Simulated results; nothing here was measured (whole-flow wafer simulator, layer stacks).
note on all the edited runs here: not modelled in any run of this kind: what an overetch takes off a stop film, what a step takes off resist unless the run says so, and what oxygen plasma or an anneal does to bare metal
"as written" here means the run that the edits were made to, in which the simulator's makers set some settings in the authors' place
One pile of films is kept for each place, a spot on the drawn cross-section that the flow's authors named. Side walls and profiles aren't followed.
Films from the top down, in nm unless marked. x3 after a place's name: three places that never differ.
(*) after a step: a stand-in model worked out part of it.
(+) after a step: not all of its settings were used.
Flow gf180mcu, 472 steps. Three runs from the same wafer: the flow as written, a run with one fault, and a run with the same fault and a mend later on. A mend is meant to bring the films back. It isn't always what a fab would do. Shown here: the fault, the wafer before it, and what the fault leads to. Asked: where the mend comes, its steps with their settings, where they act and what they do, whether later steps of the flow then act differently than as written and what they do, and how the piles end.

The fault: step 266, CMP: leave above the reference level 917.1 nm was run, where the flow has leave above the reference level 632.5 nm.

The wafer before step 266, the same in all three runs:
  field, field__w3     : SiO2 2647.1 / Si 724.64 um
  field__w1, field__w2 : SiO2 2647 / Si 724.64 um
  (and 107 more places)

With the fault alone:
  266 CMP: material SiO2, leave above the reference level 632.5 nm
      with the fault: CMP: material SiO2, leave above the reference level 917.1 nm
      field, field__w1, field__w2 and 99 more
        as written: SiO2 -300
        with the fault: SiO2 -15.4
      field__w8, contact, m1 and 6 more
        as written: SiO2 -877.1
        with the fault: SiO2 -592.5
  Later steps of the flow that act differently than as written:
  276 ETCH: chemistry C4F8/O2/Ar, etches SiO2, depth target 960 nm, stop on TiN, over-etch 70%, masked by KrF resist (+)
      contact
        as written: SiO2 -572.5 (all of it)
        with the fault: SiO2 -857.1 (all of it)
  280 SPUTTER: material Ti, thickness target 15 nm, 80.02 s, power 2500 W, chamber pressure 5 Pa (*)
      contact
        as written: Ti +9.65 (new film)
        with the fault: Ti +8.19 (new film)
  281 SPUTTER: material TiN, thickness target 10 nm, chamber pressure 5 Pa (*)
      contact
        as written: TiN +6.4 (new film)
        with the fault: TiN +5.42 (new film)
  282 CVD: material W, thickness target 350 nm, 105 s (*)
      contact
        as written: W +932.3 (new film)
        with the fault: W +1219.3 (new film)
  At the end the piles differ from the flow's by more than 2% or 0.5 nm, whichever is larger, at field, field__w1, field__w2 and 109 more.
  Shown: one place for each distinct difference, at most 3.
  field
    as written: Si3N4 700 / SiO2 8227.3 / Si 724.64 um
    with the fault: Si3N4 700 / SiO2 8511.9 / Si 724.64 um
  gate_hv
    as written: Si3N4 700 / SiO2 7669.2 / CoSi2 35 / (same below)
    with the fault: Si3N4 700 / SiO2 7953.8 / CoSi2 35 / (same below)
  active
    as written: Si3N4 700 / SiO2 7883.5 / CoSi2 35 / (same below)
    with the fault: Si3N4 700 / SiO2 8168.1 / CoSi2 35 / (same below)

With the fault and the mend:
  The mend comes after step 266.
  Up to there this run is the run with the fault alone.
  266a CMP: material SiO2, leave above the reference level 632.5 nm (the flow's step 266 once more)
      field, field__w1, field__w2 and 108 more
        SiO2 -284.6
  No later step of the flow acts differently than as written at any place that is followed.
  At the end the piles are the same as the flow's at every place that both follow.
